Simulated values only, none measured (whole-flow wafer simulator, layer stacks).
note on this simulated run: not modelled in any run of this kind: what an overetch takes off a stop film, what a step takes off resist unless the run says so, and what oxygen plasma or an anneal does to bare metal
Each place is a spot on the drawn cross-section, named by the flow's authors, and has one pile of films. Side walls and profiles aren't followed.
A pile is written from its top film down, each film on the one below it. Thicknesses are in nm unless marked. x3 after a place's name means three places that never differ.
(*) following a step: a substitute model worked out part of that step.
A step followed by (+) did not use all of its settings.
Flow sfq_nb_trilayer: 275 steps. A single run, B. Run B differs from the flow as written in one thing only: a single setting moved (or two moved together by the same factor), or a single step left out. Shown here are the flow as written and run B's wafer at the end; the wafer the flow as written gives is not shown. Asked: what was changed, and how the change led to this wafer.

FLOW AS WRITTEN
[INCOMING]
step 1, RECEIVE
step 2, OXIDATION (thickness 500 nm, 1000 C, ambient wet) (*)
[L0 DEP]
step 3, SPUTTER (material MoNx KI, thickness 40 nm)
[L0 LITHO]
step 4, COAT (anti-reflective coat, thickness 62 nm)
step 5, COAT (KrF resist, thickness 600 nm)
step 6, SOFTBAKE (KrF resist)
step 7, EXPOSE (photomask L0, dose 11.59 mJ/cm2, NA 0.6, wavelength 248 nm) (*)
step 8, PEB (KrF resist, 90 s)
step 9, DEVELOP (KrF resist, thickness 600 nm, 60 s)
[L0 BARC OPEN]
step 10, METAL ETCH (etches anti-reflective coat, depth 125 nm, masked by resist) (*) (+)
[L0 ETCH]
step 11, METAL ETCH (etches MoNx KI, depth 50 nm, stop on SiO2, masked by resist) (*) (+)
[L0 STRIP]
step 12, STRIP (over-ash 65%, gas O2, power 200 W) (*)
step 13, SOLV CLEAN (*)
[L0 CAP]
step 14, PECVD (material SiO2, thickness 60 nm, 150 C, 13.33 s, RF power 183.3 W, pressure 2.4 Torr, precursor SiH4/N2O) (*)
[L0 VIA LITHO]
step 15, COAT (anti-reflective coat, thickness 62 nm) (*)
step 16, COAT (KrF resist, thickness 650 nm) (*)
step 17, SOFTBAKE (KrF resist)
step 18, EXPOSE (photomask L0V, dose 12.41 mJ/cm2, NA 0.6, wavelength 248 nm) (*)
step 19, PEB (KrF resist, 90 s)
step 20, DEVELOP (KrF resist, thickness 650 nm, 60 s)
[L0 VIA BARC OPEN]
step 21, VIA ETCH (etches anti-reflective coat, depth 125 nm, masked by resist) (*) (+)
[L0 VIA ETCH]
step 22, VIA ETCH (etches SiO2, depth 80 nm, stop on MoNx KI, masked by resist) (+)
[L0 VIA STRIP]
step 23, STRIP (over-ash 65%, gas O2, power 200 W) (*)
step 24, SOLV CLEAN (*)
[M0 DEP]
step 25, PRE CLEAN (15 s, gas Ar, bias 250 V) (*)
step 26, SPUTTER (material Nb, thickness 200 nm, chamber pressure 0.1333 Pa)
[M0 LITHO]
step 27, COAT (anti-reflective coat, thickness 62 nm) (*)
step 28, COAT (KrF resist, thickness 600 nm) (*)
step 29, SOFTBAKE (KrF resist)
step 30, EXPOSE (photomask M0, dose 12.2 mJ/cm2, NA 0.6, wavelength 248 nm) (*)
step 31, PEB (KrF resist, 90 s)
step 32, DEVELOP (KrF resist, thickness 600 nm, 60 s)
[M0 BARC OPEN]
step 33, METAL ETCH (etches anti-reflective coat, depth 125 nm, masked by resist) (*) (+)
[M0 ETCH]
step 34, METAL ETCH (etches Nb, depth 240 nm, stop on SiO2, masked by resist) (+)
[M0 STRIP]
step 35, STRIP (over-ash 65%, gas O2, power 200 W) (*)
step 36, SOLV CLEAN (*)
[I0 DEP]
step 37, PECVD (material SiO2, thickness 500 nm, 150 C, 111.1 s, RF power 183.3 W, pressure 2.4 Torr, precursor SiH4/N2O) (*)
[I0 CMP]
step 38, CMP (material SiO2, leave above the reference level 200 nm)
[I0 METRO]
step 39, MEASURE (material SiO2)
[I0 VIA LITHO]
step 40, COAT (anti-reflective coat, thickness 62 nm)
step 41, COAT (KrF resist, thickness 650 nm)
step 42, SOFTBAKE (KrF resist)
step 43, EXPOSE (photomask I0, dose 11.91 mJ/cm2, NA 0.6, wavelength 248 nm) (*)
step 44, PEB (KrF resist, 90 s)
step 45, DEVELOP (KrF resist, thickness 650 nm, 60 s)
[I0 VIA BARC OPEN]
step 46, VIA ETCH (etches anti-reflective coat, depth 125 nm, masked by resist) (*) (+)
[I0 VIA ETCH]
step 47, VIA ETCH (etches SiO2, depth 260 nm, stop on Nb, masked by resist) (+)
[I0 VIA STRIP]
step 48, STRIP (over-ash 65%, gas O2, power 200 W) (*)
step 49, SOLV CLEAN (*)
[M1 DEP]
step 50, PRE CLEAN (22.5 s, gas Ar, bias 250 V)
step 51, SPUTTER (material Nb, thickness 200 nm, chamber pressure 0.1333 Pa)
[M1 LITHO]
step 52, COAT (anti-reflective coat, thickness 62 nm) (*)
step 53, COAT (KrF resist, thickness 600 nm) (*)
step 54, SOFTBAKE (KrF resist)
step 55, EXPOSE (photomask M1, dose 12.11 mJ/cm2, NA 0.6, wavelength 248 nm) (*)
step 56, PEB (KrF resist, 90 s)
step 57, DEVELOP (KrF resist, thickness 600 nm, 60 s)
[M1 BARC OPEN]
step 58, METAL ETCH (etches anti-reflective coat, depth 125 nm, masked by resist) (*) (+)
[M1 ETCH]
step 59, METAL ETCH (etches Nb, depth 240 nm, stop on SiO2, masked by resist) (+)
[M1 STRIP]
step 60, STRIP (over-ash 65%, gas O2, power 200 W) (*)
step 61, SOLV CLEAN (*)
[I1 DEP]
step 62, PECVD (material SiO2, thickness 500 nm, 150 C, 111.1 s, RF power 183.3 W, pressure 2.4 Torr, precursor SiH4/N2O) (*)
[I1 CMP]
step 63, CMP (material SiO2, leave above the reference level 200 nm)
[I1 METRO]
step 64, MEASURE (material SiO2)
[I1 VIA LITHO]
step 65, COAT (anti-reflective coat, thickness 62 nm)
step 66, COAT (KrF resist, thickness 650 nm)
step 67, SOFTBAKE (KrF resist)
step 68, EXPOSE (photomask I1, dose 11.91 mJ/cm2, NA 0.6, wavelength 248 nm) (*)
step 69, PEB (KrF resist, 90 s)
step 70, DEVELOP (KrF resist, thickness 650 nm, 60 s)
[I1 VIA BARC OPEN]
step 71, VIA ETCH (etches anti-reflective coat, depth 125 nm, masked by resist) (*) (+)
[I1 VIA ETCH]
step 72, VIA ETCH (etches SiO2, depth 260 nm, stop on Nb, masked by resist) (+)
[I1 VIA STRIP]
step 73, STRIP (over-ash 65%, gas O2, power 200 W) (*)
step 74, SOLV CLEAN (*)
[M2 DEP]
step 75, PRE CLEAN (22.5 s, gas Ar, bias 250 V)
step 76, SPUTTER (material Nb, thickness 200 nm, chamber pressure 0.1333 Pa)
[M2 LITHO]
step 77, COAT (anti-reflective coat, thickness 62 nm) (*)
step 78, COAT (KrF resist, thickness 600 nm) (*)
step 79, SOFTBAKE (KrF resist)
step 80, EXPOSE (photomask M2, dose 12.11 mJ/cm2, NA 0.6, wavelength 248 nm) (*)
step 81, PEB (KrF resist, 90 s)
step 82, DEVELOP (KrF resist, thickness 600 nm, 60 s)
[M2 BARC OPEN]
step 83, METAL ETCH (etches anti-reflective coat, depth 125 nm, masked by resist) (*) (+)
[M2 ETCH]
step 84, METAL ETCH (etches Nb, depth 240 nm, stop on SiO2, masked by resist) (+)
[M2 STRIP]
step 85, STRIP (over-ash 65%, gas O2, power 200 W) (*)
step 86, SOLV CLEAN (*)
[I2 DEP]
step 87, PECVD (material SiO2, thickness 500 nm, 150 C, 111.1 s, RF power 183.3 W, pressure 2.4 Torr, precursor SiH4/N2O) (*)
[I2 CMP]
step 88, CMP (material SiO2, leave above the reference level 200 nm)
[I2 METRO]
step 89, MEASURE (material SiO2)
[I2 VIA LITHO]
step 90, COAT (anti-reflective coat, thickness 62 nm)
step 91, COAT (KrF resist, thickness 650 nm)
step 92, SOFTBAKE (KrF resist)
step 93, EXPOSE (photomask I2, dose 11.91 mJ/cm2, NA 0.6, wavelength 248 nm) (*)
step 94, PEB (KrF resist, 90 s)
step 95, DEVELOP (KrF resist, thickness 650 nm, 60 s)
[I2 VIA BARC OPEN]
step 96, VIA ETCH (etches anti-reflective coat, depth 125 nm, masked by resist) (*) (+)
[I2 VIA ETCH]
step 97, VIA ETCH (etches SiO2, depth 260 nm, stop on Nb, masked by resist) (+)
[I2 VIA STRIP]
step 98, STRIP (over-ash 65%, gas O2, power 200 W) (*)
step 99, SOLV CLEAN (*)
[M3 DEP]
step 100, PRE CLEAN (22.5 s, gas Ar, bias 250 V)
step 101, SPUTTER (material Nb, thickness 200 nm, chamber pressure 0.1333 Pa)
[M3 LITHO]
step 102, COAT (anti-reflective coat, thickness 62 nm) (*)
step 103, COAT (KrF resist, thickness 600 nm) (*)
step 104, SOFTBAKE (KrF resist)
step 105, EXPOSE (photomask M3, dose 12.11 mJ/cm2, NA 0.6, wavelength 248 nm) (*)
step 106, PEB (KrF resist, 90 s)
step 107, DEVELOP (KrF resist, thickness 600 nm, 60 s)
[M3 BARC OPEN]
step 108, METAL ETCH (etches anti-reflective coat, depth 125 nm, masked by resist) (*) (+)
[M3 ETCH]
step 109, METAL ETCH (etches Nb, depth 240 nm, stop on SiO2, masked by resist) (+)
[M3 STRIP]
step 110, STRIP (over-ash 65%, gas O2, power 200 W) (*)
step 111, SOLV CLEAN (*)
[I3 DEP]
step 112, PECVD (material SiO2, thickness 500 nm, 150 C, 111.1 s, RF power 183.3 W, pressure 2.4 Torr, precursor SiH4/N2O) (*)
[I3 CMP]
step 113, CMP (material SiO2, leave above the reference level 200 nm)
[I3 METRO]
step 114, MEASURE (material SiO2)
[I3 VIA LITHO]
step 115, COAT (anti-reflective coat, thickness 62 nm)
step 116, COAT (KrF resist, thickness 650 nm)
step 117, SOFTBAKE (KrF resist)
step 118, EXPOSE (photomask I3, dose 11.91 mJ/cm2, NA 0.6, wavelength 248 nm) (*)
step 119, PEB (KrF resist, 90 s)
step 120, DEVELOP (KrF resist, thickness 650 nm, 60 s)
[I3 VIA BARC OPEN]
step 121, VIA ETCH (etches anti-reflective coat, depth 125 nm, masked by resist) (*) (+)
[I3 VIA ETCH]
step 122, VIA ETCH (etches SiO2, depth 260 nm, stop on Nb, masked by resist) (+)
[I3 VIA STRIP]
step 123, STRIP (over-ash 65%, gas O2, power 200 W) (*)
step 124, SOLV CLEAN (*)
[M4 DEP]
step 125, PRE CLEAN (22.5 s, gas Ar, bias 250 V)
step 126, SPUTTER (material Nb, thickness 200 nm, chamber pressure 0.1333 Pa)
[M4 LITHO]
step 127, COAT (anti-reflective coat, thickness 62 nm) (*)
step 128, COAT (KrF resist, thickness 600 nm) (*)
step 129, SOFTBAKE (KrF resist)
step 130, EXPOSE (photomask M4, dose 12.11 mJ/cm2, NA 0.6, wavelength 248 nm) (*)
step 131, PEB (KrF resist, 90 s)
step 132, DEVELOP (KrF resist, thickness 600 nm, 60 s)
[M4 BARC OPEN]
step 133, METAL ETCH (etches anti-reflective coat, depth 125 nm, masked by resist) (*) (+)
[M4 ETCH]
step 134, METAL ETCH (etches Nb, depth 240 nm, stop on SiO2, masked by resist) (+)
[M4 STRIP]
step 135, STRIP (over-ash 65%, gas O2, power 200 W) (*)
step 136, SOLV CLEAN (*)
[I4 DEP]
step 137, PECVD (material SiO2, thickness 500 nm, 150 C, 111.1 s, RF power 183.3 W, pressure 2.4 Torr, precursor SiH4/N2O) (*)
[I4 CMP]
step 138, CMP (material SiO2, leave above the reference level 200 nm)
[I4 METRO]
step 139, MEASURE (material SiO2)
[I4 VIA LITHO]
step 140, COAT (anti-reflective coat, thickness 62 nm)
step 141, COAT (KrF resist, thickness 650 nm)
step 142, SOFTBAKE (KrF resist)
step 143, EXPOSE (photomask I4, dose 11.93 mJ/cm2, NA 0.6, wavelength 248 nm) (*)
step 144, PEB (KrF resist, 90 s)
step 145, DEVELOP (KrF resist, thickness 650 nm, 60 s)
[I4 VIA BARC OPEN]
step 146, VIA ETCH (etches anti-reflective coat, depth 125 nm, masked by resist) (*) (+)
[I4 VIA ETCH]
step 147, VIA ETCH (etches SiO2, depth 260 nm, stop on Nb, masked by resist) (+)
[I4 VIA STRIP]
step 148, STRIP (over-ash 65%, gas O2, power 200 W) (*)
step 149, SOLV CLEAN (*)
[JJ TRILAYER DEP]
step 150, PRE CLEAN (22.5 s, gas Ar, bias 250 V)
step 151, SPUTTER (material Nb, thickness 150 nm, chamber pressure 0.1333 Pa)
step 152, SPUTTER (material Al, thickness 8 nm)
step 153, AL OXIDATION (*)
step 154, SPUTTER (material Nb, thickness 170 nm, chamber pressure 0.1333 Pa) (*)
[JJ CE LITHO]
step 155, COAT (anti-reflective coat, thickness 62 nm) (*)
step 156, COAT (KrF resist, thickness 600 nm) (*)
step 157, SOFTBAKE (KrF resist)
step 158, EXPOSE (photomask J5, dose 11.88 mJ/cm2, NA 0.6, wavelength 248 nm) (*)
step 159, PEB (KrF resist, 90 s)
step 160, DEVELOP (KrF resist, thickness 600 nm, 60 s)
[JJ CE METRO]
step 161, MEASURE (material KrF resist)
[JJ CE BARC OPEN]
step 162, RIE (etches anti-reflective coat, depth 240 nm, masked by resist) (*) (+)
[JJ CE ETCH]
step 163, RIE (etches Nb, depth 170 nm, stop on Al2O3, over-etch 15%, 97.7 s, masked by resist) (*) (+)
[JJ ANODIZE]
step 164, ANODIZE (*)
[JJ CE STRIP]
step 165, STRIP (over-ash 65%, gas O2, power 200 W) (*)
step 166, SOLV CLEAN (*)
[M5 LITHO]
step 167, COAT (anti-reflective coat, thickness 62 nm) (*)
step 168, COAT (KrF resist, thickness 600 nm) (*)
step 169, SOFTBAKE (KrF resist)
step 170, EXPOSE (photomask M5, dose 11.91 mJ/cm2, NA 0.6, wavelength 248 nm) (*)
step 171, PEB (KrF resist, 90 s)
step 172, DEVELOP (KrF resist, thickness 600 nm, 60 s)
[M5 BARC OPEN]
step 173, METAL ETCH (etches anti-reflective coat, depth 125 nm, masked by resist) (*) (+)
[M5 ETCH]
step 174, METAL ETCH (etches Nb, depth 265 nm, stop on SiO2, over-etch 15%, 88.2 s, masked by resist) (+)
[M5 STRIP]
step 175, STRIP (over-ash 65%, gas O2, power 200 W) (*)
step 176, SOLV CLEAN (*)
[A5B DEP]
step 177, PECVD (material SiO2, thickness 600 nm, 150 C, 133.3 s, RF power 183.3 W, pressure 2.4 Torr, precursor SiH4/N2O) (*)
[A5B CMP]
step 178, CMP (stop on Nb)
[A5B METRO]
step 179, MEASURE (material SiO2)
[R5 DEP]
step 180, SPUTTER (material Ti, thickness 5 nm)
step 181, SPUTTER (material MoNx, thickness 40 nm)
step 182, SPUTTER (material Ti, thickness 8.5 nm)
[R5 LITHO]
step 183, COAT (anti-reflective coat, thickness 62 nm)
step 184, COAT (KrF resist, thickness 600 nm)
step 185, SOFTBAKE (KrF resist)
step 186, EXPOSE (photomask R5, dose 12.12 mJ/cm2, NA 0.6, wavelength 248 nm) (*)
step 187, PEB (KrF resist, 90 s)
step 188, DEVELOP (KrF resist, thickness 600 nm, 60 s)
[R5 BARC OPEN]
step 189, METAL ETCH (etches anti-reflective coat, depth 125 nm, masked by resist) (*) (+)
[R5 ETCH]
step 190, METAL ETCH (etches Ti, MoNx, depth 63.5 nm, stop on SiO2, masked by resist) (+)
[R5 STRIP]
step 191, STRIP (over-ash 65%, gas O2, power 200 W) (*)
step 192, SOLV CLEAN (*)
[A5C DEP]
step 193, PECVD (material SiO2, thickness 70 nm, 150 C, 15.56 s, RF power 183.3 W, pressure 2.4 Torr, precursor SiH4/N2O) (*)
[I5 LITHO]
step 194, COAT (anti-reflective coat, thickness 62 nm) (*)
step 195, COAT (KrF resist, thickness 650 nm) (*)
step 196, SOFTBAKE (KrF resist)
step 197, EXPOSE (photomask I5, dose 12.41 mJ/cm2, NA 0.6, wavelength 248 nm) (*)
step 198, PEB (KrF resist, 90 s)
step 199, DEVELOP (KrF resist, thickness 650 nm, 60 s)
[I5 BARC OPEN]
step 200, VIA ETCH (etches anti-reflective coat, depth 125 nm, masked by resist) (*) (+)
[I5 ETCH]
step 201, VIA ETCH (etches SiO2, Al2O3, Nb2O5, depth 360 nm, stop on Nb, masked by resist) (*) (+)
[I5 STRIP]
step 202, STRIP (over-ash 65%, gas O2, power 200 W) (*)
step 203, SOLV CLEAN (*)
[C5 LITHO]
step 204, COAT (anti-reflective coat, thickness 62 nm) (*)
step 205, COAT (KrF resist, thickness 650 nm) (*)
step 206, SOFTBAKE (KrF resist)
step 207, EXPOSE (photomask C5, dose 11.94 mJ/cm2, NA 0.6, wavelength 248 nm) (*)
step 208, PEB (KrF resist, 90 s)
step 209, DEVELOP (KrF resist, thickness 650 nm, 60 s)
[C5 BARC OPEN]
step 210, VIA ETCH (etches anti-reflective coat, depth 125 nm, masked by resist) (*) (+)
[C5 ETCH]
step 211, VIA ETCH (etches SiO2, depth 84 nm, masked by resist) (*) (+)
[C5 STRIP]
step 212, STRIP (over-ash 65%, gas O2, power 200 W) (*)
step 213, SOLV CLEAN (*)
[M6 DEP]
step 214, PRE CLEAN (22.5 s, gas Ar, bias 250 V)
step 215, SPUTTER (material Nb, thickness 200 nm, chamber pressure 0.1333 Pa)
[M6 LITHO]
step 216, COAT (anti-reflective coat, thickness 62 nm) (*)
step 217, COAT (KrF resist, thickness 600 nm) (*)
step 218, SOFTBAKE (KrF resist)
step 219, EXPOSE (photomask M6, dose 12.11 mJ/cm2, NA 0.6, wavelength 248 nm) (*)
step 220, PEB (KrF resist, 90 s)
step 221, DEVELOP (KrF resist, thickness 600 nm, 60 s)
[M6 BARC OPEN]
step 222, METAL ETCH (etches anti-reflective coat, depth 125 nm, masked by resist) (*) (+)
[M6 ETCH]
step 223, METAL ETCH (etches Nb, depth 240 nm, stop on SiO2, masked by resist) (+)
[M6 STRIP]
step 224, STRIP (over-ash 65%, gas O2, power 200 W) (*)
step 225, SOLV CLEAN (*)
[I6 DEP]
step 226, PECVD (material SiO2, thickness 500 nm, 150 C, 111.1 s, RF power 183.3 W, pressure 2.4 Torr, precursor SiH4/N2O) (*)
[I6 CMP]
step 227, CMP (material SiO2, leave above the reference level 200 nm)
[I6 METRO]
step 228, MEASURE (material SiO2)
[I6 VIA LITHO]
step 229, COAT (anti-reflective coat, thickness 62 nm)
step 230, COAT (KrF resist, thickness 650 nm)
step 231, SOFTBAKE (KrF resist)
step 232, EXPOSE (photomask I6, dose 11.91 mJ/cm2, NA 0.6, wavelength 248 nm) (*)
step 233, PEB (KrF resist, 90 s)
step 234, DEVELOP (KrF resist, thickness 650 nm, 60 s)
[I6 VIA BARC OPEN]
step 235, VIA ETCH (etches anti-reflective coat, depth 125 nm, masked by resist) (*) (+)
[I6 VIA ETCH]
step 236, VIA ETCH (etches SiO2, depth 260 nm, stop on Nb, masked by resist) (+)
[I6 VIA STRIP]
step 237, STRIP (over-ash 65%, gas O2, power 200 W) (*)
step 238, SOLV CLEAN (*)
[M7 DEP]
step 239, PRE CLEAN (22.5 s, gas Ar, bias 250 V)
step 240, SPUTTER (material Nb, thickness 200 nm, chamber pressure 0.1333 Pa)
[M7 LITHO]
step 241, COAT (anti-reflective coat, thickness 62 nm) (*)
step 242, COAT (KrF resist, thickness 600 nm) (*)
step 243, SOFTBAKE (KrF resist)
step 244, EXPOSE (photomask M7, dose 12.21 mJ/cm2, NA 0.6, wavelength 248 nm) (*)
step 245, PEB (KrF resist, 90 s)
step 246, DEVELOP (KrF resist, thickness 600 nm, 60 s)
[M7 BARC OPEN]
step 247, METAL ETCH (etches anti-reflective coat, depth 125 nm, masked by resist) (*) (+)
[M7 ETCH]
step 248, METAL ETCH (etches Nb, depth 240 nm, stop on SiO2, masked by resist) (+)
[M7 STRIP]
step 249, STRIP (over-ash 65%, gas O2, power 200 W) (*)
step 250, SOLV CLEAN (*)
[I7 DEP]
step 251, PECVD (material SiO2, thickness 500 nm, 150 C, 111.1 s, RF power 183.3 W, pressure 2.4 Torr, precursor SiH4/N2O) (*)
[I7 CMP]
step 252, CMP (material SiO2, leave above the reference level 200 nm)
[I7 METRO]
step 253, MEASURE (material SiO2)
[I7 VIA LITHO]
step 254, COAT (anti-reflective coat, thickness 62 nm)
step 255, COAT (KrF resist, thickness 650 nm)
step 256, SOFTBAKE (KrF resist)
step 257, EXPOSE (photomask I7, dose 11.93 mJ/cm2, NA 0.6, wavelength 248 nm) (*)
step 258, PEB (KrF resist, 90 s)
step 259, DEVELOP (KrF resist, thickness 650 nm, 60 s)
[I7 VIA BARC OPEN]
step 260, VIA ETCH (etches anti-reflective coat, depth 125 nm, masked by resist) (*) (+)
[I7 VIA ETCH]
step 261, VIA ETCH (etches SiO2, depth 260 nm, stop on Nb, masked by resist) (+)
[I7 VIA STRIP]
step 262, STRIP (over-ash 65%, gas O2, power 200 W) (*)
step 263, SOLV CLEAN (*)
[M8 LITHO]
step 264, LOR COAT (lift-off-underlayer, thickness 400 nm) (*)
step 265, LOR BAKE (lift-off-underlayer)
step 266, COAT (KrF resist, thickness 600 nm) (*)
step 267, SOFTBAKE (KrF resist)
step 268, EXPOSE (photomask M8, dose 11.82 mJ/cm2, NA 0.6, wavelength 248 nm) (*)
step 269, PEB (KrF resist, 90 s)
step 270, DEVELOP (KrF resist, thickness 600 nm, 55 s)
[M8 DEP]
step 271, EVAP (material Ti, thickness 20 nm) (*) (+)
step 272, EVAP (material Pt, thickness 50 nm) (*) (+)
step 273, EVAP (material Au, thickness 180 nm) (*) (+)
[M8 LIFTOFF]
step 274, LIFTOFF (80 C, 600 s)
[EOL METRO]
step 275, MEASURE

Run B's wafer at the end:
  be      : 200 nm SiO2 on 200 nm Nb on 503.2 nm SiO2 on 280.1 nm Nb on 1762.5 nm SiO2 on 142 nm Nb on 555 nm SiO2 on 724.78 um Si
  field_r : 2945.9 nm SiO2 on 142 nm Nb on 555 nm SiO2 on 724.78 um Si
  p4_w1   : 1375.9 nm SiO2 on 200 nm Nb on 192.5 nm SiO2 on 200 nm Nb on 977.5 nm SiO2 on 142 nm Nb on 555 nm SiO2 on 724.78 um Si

Cause: step 26, SPUTTER: thickness 142 nm was run, while the flow as written has thickness 200 nm.
The wafer itself shows it: be has Nb 142, and step 26 as written asks for 200 nm.

How this came from the change, step by step:
  step 26, SPUTTER (material Nb, thickness 200 nm, chamber pressure 0.1333 Pa)
      field_l, via_wl, via_w and 101 more: Nb gains 142 (new film) (in the flow as written it would be: Nb gains 200 (new film))
      v_sur: Nb gains 139.8 (new film) (in the flow as written it would be: Nb gains 200 (new film))
      (also at 1 further place)
  step 34, METAL ETCH (etches Nb, depth 240 nm, stop on SiO2, masked by resist) (+)
      field_l, v_sur, via_wl and 100 more: KrF resist loses 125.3 (in the flow as written it would be: KrF resist loses 141.2)
      moat, m0r_space_l, m0r_space_r: Nb loses 142 (all of it) (in the flow as written it would be: Nb loses 200 (all of it))
  step 35, STRIP (over-ash 65%, gas O2, power 200 W) (*)
      p4_fl, p4_fm, p4_w1 and 68 more: KrF resist loses 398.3 (all of it), anti-reflective coat loses 62 (all of it) (in the flow as written it would be: KrF resist loses 382.4 (all of it), anti-reflective coat loses 62 (all of it))
      c5j, ce_r, sp_r, r_sur, res: KrF resist loses 404.9 (all of it), anti-reflective coat loses 63.6 (all of it) (in the flow as written it would be: KrF resist loses 389 (all of it), anti-reflective coat loses 63.6 (all of it))
      (also at 27 further places)
  step 37, PECVD (material SiO2, thickness 500 nm, 150 C, 111.1 s, RF power 183.3 W, pressure 2.4 Torr, precursor SiH4/N2O) (*)
      moat, m0r_space_l, m0r_space_r: SiO2 gains 500 (in the flow as written it would be: SiO2 gains 557.1)
